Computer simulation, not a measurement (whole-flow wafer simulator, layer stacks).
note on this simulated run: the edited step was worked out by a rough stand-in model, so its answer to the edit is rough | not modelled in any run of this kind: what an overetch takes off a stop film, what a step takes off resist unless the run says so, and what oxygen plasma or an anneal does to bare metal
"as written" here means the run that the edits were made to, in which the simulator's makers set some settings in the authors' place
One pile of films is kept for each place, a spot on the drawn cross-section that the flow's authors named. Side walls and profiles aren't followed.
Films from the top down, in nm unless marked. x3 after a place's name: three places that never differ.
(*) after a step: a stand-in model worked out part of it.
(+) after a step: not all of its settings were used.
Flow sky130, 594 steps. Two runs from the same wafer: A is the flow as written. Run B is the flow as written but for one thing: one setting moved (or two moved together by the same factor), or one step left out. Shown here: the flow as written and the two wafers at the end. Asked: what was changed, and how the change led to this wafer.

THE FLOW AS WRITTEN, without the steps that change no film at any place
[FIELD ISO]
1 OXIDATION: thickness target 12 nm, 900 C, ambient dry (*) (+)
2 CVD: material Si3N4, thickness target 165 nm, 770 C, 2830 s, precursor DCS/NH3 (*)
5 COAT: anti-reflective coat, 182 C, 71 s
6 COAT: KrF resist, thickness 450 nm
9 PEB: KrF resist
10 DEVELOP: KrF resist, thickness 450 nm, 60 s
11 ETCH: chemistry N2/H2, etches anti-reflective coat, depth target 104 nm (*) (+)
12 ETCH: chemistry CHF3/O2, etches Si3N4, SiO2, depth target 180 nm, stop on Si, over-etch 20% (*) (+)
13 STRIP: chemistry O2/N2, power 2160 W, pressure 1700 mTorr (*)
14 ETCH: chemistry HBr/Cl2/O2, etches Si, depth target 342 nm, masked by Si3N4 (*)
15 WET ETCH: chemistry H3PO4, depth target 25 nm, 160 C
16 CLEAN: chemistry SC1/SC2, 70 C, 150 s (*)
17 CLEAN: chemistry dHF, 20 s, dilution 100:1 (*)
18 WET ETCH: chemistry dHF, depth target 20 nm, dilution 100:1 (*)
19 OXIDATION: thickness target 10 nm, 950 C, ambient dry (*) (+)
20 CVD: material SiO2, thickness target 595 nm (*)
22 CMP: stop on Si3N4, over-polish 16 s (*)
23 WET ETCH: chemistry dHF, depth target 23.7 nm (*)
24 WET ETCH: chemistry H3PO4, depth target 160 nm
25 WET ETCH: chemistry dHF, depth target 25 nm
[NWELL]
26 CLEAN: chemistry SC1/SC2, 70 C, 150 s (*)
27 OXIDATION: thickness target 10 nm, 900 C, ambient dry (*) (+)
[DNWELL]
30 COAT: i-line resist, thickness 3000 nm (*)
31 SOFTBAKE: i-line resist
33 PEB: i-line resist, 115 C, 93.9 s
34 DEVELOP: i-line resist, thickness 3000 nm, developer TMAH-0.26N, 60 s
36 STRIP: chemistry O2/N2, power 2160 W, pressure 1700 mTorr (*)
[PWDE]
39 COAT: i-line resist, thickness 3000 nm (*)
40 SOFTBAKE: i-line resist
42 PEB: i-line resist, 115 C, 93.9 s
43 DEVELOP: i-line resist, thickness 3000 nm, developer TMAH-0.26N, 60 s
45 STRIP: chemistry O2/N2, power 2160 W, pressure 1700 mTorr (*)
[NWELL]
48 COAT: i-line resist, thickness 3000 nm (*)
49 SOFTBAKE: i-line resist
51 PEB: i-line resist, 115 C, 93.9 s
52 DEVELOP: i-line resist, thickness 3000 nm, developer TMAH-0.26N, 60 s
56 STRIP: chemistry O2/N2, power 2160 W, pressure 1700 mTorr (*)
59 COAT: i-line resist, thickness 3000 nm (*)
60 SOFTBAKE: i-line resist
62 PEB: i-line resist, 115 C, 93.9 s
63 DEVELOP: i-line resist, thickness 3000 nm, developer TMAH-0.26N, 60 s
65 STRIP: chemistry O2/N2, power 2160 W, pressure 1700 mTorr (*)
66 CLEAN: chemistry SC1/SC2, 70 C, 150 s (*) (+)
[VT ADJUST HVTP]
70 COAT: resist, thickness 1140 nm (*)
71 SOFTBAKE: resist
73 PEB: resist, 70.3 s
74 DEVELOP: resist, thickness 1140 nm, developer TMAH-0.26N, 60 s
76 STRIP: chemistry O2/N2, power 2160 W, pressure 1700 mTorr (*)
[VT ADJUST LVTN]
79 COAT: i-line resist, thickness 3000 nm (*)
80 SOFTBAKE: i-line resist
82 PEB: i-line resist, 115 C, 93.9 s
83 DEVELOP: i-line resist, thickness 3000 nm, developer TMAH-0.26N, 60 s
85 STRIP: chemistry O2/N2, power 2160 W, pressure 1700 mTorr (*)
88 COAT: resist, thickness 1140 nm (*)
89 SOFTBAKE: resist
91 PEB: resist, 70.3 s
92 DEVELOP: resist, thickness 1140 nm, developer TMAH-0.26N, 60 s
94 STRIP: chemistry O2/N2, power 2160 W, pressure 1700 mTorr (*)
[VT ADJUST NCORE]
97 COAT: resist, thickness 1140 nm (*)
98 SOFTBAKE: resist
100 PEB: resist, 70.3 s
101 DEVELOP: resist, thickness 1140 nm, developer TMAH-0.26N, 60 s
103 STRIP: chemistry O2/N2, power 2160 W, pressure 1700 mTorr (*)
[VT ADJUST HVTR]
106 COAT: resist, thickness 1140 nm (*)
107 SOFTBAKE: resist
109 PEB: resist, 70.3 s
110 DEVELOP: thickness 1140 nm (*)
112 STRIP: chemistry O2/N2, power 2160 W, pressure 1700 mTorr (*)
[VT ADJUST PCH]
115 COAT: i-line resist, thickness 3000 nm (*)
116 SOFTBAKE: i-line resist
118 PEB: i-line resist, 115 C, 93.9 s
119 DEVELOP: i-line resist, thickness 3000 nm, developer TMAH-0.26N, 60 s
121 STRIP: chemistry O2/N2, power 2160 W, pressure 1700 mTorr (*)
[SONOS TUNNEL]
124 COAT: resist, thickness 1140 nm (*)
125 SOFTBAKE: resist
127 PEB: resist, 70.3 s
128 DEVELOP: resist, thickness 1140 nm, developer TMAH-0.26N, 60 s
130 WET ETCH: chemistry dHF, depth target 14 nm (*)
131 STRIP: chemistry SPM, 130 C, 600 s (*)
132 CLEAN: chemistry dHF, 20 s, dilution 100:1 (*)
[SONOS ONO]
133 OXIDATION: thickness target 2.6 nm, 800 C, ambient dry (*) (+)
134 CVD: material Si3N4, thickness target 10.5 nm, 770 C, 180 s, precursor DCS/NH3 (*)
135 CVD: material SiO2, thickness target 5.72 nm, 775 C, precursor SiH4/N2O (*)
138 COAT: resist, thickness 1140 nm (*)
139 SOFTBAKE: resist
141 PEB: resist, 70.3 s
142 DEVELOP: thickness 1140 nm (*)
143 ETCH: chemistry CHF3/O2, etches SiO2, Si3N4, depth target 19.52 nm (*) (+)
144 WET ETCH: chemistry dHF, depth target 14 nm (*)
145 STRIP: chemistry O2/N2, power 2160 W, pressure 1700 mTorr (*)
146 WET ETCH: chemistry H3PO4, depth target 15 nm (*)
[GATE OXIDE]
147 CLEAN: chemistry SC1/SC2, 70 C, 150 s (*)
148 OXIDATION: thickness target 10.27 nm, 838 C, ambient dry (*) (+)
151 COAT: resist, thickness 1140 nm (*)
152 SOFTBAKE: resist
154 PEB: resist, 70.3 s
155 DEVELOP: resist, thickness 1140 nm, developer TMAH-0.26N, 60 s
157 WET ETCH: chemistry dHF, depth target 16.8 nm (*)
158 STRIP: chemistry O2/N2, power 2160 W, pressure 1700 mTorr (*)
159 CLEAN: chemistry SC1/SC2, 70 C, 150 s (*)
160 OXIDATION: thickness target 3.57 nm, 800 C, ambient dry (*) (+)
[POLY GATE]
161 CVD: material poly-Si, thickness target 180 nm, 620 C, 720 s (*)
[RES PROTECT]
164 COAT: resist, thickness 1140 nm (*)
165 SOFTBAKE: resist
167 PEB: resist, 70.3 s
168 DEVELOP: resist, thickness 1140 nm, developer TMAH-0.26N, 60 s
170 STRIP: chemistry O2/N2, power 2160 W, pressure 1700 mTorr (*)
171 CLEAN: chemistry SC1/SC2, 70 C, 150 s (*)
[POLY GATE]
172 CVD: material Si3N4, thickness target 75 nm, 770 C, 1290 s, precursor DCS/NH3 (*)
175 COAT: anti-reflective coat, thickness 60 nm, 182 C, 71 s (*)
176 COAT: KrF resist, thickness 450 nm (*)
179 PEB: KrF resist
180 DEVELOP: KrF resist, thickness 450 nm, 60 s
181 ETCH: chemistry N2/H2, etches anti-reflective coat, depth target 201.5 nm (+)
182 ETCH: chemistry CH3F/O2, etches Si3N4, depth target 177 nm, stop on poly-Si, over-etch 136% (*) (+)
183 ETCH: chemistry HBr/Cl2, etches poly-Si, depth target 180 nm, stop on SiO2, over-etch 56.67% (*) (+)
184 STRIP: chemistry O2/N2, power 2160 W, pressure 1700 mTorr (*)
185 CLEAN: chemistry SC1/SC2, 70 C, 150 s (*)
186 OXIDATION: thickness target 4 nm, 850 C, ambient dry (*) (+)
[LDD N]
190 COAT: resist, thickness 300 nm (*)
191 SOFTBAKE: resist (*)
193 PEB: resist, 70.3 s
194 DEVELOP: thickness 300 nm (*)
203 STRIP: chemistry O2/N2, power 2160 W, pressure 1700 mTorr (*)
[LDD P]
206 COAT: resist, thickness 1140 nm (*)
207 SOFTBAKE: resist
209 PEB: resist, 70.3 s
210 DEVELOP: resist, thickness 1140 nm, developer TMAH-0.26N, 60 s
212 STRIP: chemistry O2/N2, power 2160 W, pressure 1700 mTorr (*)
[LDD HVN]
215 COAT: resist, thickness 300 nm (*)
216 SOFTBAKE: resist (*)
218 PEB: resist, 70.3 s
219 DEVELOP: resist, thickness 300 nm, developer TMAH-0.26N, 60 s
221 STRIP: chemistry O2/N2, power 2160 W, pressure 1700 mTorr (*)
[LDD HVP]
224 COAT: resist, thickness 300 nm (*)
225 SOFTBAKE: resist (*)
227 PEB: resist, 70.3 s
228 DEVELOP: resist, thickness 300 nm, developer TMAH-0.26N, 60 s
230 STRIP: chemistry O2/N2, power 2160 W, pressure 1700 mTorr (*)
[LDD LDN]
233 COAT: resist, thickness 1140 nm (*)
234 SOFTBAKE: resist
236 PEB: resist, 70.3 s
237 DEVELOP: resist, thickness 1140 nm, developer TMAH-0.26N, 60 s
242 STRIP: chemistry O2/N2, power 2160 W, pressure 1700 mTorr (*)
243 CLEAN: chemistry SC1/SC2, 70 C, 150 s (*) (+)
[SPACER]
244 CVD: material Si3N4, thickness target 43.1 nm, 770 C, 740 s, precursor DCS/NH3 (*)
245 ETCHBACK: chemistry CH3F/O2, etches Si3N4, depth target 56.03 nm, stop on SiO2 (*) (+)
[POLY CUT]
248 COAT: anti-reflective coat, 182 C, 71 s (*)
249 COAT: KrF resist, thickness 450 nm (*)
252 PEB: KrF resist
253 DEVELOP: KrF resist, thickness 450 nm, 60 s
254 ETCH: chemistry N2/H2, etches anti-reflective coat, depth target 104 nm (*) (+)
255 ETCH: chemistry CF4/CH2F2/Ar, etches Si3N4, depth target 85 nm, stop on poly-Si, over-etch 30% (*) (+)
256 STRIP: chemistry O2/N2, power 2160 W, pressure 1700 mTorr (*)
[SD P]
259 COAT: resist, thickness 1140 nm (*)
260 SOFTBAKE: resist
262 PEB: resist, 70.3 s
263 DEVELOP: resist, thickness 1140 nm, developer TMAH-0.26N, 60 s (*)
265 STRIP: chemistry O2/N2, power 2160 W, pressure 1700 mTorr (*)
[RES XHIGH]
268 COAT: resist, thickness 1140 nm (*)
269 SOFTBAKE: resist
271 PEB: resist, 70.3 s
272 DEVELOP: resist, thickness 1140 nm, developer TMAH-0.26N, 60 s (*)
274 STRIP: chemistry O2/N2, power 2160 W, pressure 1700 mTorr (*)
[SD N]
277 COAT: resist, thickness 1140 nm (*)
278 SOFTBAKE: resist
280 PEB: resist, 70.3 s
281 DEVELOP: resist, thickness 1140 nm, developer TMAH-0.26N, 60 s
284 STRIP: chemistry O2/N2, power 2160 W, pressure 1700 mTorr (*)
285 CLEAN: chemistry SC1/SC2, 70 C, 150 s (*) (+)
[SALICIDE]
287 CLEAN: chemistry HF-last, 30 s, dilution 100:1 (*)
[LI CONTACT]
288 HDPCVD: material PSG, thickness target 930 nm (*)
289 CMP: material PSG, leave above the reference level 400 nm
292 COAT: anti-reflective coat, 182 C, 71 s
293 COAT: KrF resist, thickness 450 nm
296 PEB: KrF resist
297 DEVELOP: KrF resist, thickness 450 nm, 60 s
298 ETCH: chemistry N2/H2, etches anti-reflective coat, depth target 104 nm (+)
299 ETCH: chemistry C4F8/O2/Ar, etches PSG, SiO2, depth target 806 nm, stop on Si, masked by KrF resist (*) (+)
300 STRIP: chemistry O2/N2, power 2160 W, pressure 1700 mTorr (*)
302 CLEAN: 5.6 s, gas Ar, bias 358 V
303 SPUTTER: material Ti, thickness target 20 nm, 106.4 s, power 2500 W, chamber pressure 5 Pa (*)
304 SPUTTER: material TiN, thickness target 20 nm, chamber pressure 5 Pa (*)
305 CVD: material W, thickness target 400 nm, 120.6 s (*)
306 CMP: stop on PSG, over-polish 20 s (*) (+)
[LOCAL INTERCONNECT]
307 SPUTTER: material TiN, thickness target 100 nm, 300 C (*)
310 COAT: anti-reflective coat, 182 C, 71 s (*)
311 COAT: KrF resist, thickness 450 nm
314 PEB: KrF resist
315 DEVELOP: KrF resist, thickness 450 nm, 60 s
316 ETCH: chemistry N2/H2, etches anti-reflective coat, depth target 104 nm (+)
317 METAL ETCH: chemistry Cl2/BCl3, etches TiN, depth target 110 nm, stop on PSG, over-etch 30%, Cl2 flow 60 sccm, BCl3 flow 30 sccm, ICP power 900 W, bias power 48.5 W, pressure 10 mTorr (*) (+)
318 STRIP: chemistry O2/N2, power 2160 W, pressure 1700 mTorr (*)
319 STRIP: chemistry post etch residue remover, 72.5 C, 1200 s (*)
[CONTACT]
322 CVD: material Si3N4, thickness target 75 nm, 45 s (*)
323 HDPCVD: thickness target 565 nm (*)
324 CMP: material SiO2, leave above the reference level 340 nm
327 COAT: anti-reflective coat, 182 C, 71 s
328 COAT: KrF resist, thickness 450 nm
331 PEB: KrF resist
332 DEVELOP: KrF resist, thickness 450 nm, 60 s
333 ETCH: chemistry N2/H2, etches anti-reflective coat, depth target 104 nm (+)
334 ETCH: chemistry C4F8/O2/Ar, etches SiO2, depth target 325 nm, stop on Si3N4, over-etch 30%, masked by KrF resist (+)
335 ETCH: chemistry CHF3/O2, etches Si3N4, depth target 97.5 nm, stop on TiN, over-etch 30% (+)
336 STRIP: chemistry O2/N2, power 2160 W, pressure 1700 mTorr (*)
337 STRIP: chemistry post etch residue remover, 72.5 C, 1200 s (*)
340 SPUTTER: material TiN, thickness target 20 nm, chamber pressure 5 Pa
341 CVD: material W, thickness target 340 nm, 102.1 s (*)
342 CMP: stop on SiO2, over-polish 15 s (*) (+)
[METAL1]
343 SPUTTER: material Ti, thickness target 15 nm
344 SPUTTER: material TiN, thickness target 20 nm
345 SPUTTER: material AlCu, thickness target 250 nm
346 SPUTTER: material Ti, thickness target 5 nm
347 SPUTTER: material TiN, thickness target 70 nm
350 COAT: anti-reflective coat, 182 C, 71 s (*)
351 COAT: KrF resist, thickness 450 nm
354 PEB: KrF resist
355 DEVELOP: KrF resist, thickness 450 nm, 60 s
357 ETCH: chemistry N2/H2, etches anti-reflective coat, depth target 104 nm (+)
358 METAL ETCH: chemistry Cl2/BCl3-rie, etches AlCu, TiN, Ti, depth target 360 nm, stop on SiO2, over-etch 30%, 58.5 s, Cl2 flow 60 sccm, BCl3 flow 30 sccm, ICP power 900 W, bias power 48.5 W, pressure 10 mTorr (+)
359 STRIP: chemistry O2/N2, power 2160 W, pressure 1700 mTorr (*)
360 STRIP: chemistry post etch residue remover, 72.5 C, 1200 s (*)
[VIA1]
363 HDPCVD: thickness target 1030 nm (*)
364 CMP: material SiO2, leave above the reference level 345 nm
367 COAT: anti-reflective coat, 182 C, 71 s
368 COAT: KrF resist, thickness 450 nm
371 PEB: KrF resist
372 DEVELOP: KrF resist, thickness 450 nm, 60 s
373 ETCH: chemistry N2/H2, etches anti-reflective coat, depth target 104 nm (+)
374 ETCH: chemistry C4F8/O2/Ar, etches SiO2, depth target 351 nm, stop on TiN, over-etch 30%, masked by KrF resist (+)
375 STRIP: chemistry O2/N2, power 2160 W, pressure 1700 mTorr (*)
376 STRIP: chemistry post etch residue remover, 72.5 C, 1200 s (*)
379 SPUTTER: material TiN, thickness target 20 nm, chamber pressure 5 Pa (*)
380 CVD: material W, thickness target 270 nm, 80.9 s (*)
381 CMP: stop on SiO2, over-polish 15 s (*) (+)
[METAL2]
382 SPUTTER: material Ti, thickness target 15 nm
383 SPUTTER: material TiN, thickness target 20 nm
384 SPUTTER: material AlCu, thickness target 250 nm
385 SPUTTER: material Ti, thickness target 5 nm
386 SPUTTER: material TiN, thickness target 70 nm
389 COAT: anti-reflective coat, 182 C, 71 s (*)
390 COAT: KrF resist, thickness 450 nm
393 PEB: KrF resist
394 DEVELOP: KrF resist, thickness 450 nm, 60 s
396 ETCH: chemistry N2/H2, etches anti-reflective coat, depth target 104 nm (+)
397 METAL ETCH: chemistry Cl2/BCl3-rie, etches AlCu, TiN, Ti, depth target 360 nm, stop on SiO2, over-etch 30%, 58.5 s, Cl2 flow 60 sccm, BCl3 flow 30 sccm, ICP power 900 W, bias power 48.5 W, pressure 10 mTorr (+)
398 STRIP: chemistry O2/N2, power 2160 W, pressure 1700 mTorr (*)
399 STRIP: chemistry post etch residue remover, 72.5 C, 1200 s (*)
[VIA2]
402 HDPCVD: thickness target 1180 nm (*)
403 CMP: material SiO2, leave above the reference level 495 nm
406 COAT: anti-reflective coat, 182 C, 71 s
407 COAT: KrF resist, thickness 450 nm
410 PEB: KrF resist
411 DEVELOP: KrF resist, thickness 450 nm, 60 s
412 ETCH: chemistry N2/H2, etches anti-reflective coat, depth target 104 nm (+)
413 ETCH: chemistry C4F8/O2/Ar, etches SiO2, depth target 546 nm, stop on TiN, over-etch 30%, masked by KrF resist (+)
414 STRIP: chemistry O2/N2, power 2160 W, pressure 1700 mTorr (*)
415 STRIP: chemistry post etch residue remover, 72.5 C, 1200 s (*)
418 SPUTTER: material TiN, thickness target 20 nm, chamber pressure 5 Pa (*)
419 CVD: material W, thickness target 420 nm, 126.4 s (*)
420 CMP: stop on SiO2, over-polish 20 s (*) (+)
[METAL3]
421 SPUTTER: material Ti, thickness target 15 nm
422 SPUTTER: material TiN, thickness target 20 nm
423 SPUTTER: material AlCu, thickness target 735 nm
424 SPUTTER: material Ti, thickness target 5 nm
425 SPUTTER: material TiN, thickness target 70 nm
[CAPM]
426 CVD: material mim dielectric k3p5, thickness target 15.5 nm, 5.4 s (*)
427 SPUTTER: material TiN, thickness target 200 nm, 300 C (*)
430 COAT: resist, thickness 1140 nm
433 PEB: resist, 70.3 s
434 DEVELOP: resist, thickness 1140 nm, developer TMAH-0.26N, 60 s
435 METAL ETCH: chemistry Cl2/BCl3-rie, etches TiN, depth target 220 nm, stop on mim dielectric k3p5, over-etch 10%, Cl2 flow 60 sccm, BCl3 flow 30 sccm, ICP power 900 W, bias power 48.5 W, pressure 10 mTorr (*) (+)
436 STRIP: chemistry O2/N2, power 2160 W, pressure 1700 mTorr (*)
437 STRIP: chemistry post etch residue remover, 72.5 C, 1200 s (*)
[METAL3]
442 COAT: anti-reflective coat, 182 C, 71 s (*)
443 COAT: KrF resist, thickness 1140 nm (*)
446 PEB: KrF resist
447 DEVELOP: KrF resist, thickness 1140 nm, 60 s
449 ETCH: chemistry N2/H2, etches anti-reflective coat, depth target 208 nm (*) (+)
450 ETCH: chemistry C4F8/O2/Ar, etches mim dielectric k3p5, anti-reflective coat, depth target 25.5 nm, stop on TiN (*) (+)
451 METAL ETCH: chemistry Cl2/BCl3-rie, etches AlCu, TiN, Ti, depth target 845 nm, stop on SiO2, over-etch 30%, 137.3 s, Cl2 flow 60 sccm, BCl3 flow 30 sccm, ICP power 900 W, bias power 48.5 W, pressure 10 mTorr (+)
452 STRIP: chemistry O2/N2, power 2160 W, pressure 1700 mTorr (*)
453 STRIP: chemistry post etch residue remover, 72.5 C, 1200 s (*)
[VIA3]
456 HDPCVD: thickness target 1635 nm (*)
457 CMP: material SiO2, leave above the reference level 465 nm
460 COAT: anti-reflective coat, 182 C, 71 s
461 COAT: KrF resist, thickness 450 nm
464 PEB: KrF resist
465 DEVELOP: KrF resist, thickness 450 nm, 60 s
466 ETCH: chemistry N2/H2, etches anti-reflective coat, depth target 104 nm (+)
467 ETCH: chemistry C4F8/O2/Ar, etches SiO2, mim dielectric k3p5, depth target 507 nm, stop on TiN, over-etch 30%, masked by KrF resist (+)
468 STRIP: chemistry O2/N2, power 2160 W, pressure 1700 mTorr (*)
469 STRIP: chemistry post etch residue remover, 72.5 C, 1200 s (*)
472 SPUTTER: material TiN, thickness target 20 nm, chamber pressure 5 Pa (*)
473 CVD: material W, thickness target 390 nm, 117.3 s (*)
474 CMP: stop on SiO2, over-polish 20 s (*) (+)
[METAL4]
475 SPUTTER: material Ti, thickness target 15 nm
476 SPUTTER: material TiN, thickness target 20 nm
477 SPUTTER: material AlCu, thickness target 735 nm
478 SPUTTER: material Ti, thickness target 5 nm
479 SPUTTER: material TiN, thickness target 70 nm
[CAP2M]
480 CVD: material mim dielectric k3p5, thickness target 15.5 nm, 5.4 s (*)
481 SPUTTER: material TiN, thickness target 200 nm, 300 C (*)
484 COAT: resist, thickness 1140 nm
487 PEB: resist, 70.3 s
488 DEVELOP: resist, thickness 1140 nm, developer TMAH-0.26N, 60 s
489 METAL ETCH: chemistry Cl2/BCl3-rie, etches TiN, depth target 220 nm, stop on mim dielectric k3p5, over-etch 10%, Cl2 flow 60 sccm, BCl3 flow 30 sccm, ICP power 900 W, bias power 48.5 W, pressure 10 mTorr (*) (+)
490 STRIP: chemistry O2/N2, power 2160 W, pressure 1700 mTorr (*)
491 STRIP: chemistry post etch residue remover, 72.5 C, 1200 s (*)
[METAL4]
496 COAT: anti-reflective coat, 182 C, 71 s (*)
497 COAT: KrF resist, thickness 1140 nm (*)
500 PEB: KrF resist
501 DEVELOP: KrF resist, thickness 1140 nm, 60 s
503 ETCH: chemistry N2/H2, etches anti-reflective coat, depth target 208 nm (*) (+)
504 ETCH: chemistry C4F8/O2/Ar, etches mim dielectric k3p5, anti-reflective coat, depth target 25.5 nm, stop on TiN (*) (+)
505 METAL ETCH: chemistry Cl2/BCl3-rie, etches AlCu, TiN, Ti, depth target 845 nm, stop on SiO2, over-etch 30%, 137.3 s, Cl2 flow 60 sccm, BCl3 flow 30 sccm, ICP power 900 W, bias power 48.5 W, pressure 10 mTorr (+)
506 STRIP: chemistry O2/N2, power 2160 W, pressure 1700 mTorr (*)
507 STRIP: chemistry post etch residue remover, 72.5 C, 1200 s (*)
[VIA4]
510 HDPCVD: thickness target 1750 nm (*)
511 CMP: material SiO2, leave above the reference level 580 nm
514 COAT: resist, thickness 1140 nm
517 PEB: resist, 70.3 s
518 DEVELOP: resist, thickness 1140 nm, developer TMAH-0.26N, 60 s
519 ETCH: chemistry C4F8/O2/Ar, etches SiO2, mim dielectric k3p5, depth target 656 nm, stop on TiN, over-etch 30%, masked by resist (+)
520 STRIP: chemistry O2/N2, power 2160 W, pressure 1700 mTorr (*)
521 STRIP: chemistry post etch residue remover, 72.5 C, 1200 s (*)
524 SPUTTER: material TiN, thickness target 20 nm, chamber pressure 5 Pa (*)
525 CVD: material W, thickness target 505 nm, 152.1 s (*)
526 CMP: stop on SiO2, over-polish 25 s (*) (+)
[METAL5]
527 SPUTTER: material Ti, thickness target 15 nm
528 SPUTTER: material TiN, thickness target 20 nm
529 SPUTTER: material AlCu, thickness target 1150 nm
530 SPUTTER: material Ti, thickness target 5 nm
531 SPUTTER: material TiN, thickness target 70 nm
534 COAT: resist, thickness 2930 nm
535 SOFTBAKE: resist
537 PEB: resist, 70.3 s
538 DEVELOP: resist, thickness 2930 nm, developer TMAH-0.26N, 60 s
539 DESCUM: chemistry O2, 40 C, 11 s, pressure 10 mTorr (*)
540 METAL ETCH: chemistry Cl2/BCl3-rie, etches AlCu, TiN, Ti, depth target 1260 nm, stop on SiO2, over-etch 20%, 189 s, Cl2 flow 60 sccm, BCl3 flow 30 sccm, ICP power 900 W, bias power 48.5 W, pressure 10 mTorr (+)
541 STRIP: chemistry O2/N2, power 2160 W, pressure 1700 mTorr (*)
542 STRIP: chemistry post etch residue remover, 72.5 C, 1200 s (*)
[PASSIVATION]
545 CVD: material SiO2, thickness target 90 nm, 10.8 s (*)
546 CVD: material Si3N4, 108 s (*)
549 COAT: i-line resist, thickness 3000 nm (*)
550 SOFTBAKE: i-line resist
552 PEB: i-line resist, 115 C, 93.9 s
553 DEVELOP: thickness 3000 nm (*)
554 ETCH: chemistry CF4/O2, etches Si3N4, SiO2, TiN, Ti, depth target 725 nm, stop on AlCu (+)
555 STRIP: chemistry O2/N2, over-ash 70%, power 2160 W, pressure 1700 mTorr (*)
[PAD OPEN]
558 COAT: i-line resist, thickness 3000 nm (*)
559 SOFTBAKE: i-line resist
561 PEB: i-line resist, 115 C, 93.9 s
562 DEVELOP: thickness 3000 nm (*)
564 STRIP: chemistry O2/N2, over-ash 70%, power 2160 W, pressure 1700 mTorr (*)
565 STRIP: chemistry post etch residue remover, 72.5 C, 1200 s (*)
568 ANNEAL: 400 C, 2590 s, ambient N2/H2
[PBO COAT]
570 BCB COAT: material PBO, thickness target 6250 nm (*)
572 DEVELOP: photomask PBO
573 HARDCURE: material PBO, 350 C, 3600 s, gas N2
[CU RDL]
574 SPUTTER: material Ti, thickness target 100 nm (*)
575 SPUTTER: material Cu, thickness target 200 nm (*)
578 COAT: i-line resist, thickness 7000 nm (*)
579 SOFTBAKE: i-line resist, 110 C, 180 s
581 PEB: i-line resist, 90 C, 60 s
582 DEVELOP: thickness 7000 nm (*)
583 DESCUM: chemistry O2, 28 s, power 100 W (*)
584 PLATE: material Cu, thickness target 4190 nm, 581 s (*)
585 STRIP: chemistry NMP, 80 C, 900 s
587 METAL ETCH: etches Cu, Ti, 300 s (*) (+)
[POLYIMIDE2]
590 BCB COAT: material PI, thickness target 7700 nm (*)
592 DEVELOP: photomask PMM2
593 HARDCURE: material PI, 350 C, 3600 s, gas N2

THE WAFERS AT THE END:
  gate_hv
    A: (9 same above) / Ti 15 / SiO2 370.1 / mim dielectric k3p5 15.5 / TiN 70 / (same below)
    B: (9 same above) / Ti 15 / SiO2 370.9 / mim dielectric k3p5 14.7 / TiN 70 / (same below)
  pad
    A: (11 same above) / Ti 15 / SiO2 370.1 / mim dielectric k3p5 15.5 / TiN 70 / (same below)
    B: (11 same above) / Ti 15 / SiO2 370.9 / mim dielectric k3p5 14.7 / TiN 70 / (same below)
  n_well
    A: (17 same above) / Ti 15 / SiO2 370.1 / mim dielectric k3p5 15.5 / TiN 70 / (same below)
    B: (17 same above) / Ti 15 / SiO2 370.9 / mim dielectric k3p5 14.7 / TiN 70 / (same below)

The cause: step 426, CVD: thickness target 14.7 nm was run, where the flow has thickness target 15.5 nm; step 426, CVD: 5.13 s was run, where the flow has 5.4 s.
It can be read off the wafer: gate_hv has mim dielectric k3p5 14.7, and step 426 as written asks for 15.5 nm.

How the change led to this, step by step:
  426 CVD: material mim dielectric k3p5, thickness target 15.5 nm, 5.4 s (*)
      field, active, n_well and 188 more: A mim dielectric k3p5 +15.5 (new film) | B mim dielectric k3p5 +14.7 (new film)
  450 ETCH: chemistry C4F8/O2/Ar, etches mim dielectric k3p5, anti-reflective coat, depth target 25.5 nm, stop on TiN (*) (+)
      n_well, p_well, gate_hv and 104 more: A KrF resist -15.5 | B KrF resist -14.7
      field, active, gate and 82 more: A mim dielectric k3p5 -15.5 (all of it) | B mim dielectric k3p5 -14.7 (all of it)
  467 ETCH: chemistry C4F8/O2/Ar, etches SiO2, mim dielectric k3p5, depth target 507 nm, stop on TiN, over-etch 30%, masked by KrF resist (+)
      m1: A SiO2 -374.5 (all of it), mim dielectric k3p5 -15.5 (all of it) | B SiO2 -375.3 (all of it), mim dielectric k3p5 -14.7 (all of it)
      via3_hole: A SiO2 -373.9 (all of it), mim dielectric k3p5 -15.5 (all of it) | B SiO2 -374.7 (all of it), mim dielectric k3p5 -14.7 (all of it)
